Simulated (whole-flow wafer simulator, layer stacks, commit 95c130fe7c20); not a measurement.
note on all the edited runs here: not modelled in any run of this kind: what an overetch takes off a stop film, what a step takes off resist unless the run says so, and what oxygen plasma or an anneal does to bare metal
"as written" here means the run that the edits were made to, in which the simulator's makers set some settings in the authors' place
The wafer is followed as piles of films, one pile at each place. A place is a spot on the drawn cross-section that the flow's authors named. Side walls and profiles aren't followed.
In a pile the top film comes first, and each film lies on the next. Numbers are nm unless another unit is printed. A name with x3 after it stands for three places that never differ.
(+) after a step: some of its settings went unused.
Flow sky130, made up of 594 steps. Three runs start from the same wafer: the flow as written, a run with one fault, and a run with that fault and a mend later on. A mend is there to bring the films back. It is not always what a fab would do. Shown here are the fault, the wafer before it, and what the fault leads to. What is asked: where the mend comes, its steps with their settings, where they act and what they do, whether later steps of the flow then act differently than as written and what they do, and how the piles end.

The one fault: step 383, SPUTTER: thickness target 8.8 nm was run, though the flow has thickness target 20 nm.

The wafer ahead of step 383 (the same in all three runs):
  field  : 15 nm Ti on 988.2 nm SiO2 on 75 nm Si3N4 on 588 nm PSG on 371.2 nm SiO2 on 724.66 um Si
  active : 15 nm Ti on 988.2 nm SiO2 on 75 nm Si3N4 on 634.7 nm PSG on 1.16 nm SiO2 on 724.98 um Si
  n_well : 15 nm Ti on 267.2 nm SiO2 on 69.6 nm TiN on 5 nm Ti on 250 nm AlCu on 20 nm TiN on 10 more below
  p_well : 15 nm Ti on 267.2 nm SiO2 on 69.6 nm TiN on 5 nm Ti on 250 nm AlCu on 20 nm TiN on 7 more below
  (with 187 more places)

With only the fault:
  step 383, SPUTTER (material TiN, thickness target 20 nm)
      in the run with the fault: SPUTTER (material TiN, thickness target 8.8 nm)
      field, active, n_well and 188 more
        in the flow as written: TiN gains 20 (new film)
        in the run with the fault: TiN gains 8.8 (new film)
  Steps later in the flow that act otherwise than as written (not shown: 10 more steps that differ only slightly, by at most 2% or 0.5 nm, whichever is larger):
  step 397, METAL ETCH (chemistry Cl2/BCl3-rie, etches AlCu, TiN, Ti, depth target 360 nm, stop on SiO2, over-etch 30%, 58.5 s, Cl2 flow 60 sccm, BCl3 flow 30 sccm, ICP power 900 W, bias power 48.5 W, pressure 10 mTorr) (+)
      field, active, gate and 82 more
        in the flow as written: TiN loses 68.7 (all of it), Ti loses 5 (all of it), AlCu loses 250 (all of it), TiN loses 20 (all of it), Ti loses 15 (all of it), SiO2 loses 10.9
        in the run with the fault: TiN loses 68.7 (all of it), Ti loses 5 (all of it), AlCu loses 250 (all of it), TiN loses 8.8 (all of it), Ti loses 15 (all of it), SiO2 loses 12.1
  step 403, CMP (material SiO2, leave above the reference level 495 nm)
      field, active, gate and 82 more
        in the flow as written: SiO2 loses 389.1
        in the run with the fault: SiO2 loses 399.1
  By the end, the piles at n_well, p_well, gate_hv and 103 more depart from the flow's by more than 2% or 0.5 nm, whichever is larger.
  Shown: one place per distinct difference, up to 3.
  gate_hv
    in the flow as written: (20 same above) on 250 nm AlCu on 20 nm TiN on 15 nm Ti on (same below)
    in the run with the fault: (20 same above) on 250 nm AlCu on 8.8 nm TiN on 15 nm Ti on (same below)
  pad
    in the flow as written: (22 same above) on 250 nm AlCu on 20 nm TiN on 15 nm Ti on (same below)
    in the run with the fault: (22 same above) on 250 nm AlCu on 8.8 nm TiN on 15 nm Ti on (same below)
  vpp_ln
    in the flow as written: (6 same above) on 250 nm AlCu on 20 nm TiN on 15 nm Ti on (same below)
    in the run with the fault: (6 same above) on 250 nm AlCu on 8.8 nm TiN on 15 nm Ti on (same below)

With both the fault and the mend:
  The mend stands after step 383.
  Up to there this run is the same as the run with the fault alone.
  step 383a, SPUTTER (material TiN, thickness target 11.2 nm) (a further turn of the flow's step 383, with different settings)
      field, active, n_well and 188 more
        TiN gains 11.2
  Later steps of the flow that are run all act as written at every place that is followed.
  By the end, the piles equal the flow's at every place that both follow.
